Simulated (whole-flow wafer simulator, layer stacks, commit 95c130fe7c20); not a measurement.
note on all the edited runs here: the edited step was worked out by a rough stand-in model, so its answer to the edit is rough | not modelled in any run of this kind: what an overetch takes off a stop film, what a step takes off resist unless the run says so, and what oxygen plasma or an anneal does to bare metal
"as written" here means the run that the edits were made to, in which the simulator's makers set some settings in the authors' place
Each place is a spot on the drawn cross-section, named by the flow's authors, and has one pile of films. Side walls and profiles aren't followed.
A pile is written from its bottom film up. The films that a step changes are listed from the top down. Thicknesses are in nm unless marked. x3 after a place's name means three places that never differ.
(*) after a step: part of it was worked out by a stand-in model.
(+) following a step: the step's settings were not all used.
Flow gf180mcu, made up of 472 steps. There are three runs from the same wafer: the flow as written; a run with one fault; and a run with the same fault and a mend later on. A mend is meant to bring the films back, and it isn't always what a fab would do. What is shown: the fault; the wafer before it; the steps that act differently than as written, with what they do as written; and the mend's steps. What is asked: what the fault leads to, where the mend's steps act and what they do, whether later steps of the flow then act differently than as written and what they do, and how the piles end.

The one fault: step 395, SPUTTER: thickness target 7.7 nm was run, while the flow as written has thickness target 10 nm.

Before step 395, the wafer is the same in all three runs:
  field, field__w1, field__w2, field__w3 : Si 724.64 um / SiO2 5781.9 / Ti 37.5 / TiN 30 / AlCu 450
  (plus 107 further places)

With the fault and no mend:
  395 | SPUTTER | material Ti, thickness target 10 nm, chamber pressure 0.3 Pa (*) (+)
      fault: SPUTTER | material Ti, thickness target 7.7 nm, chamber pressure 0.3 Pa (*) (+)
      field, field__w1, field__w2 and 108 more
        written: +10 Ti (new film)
        fault: +7.7 Ti (new film)
  Steps further on in the flow that do not act as written (2 other steps are not shown; they differ only slightly, by no more than 2% or 0.5 nm, whichever is larger):
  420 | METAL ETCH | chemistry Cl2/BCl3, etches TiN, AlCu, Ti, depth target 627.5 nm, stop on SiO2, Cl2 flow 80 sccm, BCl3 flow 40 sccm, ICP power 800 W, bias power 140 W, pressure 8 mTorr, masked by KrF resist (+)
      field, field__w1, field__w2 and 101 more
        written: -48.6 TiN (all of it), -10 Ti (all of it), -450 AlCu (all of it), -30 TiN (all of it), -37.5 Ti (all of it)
        fault: -48.6 TiN (all of it), -7.7 Ti (all of it), -450 AlCu (all of it), -30 TiN (all of it), -37.5 Ti (all of it)
  By the end, the piles at field__w4, field__w8, contact, m1, m1__w1, mim, mim_1p0, m1_nw depart from the flow's by more than 2% or 0.5 nm, whichever is larger.
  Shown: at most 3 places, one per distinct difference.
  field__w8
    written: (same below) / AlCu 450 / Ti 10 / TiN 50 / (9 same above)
    fault: (same below) / AlCu 450 / Ti 7.7 / TiN 50 / (9 same above)
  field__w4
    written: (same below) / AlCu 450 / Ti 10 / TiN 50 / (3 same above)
    fault: (same below) / AlCu 450 / Ti 7.7 / TiN 50 / (3 same above)
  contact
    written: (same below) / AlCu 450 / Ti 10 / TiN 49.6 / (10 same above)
    fault: (same below) / AlCu 450 / Ti 7.7 / TiN 49.6 / (10 same above)

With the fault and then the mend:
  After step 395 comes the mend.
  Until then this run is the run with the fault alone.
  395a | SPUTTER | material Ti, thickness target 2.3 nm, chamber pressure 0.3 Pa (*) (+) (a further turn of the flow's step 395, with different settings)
      field, field__w1, field__w2 and 108 more
        +2.3 Ti
  Every later step of the flow that is run acts as written at every place that is followed.
  At every place that both follow, the piles at the end match the flow's.
